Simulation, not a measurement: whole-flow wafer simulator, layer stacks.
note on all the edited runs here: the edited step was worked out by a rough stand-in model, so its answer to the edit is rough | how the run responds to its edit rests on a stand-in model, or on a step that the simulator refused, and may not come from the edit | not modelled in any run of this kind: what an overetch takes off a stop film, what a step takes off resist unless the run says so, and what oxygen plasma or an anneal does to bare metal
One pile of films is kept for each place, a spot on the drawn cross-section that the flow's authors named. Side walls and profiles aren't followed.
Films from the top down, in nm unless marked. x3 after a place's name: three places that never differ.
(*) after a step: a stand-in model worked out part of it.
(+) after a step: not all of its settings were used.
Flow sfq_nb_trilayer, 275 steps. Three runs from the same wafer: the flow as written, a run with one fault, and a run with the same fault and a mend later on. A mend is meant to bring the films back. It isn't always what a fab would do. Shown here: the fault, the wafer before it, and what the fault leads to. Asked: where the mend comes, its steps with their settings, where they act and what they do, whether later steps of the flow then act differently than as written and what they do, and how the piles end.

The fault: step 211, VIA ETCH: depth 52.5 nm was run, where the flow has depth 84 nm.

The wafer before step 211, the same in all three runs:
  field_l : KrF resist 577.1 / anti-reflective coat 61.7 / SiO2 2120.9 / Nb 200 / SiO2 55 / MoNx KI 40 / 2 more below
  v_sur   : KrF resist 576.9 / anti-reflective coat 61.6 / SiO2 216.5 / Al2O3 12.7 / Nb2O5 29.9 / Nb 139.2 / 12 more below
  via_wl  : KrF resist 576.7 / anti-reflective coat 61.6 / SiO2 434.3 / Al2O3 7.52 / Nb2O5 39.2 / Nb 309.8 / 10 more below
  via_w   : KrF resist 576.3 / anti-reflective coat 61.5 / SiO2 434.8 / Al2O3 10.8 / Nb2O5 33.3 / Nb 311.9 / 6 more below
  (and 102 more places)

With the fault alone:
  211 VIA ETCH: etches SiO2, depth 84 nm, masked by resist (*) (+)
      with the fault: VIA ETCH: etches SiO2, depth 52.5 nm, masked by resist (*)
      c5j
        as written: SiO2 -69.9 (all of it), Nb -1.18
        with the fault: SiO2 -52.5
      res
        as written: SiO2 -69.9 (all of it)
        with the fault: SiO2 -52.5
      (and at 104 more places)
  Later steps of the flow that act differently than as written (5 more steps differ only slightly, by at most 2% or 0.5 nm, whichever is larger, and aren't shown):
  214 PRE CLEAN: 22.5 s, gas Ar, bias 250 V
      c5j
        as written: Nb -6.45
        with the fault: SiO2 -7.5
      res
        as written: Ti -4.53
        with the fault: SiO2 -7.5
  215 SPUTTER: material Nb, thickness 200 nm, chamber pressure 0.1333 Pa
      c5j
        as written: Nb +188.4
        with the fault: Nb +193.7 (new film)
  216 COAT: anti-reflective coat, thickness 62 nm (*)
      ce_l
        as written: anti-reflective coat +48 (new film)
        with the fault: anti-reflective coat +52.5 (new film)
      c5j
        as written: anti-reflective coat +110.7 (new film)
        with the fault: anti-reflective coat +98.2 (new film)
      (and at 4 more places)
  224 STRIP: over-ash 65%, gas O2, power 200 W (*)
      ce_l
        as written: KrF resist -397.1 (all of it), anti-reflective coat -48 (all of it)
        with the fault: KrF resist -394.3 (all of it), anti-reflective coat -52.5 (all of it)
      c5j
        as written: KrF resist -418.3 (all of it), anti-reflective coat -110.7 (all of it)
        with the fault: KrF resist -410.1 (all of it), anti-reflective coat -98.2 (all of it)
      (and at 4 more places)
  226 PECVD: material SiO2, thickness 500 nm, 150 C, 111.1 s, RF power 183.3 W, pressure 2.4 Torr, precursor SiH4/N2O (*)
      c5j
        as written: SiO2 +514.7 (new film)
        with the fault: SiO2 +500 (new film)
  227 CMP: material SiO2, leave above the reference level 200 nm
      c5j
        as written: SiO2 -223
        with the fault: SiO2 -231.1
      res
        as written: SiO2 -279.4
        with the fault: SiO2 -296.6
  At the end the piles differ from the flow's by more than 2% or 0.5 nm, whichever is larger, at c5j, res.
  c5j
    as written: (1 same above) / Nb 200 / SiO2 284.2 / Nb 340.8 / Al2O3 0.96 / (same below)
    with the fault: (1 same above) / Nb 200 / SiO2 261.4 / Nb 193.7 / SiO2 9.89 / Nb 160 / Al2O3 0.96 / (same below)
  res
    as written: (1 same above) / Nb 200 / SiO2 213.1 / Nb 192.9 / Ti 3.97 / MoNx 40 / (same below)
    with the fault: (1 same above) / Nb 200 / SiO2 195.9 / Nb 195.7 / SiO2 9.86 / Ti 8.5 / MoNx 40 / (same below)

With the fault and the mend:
  The mend comes after step 211.
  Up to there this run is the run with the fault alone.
  211a VIA ETCH: etches SiO2, depth 31.5 nm, masked by resist (*) (+) (the flow's step 211 once more, with other settings)
      field_l, v_sur, via_wl and 101 more
        KrF resist -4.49
      c5j
        SiO2 -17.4 (all of it), Nb -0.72
      res
        SiO2 -17.4 (all of it)
  No later step of the flow acts differently than as written, at any place that is followed, by more than 2% or 0.5 nm, whichever is larger.
  At the end the piles differ from the flow's only slightly at the places that both follow, by at most 2% or 0.5 nm, whichever is larger.
